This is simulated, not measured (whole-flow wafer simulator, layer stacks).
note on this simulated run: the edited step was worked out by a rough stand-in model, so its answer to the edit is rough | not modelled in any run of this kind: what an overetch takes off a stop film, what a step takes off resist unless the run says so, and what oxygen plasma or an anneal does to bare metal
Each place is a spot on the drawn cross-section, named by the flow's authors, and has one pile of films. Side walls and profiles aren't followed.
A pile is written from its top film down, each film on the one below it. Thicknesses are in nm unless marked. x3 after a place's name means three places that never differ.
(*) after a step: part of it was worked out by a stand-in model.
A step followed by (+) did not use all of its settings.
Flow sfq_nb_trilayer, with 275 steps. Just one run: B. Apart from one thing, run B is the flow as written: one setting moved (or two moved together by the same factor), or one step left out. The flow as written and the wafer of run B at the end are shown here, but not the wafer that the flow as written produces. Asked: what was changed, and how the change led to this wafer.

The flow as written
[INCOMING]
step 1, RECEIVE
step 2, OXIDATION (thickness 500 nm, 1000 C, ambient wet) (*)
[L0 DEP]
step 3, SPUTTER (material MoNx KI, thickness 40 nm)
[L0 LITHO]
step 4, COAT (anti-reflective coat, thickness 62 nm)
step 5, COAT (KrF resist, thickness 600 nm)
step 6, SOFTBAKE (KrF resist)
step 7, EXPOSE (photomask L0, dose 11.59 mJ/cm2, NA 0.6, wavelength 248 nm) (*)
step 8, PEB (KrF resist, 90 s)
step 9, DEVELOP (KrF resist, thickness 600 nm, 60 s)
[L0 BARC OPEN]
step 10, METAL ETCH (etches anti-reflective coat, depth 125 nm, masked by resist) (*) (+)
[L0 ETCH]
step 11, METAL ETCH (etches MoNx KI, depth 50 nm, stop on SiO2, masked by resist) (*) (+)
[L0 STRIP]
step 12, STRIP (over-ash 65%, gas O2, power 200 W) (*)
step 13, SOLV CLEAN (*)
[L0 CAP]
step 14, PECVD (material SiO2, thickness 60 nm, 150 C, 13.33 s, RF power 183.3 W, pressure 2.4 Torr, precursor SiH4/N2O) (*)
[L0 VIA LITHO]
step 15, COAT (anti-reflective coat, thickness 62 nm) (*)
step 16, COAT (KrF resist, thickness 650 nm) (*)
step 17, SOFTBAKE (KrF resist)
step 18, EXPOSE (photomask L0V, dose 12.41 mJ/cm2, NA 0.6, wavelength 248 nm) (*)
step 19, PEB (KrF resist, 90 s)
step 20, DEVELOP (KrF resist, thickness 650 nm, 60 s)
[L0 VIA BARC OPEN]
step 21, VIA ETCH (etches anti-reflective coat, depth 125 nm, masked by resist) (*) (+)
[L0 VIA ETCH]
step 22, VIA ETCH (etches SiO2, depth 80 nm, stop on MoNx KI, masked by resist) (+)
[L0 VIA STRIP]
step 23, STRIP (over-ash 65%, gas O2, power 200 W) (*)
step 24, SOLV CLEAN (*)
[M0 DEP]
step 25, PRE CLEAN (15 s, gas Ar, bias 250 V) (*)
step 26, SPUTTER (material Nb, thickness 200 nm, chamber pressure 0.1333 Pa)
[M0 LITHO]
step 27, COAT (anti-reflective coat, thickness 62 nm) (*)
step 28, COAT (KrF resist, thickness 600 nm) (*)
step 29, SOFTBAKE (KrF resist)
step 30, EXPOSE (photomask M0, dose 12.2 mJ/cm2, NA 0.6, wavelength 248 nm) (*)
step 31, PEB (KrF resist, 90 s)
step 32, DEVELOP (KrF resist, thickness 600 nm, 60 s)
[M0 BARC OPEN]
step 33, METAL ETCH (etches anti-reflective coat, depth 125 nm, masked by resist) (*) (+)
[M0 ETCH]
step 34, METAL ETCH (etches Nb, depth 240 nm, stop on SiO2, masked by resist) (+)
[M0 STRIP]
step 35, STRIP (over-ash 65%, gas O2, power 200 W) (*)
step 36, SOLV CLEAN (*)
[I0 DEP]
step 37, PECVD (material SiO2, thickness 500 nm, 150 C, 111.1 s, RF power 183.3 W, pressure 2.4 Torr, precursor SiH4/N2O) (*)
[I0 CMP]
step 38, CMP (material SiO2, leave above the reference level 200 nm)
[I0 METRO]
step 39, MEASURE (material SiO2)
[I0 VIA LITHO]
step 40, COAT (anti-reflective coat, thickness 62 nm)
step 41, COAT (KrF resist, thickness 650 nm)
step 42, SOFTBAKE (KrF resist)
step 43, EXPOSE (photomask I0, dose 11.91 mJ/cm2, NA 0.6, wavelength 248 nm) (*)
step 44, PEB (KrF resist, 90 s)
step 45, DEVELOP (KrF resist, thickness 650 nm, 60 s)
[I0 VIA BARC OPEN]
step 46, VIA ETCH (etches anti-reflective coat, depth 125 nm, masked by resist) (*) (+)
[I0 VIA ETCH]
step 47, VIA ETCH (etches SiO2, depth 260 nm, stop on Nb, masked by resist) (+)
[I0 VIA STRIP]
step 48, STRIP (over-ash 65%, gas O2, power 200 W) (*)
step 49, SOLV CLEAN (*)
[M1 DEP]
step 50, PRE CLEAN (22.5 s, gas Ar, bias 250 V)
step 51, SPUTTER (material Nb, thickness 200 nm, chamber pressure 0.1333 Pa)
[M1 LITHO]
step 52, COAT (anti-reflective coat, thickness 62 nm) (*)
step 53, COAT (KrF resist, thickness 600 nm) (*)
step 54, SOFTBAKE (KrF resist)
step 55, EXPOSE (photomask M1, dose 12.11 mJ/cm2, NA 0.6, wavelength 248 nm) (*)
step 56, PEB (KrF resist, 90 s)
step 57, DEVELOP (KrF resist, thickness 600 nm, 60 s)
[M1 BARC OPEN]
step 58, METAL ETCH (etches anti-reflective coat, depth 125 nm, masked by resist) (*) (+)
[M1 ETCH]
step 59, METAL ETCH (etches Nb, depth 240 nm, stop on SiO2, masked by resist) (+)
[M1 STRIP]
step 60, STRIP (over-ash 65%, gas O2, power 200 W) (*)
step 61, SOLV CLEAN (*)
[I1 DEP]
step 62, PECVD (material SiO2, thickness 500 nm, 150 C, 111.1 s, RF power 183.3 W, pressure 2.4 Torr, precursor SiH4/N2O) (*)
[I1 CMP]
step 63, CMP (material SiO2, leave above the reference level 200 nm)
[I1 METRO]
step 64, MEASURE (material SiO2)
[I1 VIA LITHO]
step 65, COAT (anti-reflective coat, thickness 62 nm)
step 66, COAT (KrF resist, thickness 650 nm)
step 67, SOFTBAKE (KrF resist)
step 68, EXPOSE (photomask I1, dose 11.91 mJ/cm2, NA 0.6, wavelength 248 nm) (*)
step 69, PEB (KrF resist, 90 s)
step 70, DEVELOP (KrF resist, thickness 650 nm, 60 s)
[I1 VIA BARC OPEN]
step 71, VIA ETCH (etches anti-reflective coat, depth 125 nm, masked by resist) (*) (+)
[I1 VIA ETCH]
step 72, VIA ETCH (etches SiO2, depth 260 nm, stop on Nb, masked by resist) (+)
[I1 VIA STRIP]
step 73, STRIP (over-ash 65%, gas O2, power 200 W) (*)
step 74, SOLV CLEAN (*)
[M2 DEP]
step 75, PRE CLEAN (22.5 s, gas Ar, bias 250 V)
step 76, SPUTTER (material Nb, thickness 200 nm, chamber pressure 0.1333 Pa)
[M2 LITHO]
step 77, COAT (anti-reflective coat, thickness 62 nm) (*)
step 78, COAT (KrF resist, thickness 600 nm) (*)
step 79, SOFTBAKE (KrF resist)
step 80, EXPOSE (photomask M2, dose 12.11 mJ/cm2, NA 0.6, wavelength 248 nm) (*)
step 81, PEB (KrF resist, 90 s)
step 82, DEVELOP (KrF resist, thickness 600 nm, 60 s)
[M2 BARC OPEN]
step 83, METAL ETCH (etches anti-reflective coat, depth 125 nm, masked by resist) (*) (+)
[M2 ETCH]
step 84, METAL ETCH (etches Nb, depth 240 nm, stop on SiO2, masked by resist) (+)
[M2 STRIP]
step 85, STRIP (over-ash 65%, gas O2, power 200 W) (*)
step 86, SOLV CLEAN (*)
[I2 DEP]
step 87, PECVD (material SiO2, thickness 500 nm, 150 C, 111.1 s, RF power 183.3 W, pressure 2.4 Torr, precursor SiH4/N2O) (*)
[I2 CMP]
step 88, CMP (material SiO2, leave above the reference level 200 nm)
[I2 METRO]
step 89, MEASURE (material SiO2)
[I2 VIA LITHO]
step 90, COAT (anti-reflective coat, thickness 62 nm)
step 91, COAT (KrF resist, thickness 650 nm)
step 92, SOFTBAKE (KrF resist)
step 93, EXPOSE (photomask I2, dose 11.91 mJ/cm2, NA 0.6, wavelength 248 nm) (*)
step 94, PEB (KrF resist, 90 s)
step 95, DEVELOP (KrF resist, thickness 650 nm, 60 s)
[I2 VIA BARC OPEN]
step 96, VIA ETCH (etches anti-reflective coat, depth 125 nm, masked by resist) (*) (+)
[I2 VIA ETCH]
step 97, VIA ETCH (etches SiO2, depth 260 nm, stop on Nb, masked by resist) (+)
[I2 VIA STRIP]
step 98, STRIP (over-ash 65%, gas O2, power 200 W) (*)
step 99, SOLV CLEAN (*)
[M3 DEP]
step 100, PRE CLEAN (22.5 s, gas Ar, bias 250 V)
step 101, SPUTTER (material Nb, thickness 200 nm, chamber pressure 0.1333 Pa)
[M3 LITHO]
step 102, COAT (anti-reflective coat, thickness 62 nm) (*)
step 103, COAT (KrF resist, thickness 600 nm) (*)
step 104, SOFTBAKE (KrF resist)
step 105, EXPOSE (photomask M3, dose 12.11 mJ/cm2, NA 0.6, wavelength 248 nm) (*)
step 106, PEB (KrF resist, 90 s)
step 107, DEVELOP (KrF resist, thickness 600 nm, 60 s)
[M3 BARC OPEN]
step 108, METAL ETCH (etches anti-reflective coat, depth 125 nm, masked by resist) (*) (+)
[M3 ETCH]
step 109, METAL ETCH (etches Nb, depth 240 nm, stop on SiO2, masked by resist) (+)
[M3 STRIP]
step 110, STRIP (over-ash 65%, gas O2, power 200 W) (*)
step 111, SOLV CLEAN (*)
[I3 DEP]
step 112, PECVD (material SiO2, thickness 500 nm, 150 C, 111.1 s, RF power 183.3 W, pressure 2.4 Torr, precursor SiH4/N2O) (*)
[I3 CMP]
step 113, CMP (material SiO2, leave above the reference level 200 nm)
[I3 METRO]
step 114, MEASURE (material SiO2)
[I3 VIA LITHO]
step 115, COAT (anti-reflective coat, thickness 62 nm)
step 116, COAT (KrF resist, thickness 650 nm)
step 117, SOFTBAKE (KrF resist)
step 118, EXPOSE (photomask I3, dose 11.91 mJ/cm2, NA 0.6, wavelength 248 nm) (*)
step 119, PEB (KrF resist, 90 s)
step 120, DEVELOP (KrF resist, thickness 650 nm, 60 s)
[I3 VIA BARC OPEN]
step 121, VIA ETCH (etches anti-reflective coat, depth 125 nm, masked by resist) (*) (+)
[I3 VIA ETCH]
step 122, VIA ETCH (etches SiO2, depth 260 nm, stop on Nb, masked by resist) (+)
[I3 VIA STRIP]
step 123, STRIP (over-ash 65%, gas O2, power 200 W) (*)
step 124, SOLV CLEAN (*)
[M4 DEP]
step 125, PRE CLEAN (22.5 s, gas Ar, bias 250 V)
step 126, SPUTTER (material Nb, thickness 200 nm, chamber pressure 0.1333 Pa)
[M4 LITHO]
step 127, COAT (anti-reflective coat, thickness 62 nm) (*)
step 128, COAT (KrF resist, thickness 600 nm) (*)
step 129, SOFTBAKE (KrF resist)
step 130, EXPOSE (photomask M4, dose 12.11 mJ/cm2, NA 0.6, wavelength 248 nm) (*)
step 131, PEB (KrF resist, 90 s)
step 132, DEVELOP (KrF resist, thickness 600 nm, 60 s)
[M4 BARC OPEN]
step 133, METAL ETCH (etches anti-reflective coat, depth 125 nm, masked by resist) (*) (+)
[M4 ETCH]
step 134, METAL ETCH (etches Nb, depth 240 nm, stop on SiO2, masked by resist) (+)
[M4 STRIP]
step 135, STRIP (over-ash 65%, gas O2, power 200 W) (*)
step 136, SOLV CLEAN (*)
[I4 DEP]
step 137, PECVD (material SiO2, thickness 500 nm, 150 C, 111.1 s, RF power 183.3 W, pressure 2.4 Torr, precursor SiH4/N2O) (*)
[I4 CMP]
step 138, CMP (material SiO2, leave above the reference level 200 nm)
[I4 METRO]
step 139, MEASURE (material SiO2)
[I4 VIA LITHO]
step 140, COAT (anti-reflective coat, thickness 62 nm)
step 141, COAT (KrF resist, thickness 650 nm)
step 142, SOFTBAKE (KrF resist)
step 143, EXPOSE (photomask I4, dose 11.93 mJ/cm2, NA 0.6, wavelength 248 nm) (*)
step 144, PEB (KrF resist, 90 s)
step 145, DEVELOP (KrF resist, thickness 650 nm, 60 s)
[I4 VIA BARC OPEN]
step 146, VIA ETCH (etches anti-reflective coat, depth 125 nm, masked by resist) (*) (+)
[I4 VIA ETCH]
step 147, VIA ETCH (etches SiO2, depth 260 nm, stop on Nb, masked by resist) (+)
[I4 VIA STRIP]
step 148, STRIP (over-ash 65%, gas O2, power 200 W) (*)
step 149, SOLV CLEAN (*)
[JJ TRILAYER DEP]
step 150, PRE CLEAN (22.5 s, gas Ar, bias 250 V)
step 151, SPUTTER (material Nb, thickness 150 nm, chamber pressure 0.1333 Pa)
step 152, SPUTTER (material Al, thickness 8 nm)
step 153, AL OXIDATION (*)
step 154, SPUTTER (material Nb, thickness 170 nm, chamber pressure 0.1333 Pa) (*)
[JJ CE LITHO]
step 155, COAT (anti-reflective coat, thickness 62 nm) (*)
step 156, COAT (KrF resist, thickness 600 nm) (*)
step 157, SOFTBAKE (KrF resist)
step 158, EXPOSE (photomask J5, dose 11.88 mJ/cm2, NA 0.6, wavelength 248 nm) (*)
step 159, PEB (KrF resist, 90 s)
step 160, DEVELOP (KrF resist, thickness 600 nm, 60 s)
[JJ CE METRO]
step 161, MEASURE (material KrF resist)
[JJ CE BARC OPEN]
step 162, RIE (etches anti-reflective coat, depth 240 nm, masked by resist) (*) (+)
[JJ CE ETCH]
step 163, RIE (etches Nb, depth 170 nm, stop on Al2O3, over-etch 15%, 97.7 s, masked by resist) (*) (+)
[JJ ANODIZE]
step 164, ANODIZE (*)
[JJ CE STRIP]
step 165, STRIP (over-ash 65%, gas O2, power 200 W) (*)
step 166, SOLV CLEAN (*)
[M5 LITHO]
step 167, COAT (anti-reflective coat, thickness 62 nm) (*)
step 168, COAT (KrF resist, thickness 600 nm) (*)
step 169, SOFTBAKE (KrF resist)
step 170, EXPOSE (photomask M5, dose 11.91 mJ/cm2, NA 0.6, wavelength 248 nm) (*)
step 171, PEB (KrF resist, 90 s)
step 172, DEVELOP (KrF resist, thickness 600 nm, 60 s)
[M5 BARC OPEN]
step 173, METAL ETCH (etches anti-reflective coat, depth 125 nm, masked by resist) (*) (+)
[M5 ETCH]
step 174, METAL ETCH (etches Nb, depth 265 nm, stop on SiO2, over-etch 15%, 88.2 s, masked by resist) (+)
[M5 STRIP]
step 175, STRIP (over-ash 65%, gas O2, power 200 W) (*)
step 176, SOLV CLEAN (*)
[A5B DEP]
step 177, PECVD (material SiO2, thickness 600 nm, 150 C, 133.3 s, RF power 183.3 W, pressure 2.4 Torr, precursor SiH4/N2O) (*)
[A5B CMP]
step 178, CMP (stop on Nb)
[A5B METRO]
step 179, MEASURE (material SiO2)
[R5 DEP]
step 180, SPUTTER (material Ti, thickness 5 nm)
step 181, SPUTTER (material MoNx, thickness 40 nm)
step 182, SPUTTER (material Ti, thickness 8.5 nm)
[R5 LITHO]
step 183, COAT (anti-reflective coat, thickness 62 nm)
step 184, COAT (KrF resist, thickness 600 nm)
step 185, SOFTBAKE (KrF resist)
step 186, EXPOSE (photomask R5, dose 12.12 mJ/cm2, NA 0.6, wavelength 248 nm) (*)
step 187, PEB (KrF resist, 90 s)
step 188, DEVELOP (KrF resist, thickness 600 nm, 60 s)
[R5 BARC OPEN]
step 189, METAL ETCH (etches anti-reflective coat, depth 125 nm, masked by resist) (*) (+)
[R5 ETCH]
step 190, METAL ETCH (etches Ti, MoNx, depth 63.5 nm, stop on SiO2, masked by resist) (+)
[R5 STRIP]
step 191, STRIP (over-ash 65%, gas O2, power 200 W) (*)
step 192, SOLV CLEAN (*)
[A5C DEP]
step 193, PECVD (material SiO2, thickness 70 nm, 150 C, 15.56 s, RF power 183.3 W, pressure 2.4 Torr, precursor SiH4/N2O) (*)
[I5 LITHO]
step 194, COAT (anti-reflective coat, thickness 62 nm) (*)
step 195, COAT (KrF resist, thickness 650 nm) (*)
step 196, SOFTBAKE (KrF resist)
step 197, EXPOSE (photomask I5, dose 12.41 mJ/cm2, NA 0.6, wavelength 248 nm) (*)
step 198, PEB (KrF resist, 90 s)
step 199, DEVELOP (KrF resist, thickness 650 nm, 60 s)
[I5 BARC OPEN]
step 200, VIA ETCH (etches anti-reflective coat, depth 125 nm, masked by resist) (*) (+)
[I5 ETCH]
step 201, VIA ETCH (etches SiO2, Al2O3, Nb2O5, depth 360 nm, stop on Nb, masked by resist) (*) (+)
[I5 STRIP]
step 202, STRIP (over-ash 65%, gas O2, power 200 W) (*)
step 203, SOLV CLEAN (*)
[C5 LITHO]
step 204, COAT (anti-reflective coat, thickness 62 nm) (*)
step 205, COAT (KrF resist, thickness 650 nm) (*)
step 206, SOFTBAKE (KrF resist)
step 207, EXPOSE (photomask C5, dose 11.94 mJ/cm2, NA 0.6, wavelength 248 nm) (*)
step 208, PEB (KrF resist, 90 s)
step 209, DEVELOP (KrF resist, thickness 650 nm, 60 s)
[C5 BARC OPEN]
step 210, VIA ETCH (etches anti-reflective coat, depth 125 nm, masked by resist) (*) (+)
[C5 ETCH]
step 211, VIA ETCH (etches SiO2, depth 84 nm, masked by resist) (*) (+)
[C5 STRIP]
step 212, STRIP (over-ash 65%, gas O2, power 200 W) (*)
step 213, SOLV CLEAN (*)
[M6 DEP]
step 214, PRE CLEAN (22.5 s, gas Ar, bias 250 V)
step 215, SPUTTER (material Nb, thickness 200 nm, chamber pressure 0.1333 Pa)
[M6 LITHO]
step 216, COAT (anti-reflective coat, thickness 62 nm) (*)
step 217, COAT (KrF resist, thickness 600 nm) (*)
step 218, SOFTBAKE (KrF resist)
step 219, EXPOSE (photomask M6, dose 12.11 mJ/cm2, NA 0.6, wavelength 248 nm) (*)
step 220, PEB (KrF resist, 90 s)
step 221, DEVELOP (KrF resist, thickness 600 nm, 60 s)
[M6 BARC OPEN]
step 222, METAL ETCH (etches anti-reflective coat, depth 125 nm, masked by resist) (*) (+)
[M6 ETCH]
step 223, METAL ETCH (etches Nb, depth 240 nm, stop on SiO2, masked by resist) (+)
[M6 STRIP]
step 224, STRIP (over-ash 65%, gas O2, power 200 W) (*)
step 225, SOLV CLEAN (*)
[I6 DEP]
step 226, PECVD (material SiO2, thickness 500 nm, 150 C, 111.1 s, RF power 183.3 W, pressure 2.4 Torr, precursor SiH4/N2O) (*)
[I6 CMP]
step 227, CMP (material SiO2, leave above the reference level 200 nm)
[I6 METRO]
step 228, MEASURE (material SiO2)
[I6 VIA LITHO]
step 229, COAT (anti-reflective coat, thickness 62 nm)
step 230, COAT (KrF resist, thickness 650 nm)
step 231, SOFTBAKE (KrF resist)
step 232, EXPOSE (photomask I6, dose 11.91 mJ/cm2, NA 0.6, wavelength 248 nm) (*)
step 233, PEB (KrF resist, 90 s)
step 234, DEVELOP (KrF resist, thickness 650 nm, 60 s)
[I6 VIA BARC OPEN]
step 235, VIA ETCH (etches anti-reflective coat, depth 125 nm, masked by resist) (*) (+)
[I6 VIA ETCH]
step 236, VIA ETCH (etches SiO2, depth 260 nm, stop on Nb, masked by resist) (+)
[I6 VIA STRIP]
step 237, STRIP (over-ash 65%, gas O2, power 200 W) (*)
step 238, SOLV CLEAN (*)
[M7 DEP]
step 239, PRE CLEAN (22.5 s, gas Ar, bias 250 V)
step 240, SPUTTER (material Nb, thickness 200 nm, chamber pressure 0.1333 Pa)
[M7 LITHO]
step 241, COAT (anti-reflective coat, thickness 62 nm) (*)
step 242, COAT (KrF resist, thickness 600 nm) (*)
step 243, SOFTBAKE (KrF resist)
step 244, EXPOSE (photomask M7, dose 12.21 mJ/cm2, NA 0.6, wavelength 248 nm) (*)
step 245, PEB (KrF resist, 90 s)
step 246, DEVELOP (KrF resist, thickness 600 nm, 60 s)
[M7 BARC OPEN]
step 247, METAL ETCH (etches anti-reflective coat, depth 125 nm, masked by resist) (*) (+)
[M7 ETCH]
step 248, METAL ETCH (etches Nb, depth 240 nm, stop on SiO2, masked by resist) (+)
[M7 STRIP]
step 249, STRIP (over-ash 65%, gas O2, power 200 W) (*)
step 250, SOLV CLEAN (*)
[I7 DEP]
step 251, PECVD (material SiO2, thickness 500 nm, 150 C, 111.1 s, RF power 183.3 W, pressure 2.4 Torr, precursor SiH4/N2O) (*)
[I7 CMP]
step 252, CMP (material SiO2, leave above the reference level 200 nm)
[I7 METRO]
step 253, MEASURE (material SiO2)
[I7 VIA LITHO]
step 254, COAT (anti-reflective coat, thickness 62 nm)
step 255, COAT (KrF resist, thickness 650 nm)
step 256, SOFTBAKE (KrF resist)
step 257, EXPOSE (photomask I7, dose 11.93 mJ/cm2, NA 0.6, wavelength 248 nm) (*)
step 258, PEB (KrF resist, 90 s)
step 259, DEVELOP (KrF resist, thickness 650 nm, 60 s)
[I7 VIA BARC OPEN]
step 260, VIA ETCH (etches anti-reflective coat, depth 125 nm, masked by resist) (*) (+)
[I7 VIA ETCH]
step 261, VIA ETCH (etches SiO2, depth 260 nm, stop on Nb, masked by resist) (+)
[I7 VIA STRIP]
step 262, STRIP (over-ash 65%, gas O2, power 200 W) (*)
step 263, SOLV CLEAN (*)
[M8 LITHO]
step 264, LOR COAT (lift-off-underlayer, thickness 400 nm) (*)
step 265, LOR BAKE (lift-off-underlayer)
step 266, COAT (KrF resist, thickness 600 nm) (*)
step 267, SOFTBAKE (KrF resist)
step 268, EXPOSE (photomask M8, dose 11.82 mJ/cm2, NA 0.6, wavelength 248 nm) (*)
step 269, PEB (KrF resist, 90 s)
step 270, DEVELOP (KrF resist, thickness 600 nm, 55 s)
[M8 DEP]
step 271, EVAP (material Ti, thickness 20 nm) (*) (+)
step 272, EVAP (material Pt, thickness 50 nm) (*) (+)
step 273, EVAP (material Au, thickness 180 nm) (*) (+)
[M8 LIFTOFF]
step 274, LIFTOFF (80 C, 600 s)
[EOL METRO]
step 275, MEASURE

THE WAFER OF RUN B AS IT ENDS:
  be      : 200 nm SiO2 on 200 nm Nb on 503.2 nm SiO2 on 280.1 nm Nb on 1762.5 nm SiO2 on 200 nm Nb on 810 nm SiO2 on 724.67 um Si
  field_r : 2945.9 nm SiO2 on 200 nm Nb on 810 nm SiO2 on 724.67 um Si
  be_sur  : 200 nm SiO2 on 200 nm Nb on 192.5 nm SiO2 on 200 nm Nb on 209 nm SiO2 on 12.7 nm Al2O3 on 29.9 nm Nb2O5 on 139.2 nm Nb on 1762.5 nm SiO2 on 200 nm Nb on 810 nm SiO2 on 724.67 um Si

Cause: step 2, OXIDATION: thickness 755 nm was run, whereas the flow has thickness 500 nm.

The path from the change to this, step by step:
  step 2, OXIDATION (thickness 500 nm, 1000 C, ambient wet) (*)
      field_l, v_sur, via_wl and 103 more: SiO2 gains 755 (new film), chemical SiO2 loses 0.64 (all of it), Si loses 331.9 (as written it would have been: SiO2 gains 500 (new film), chemical SiO2 loses 0.64 (all of it), Si loses 219.7)
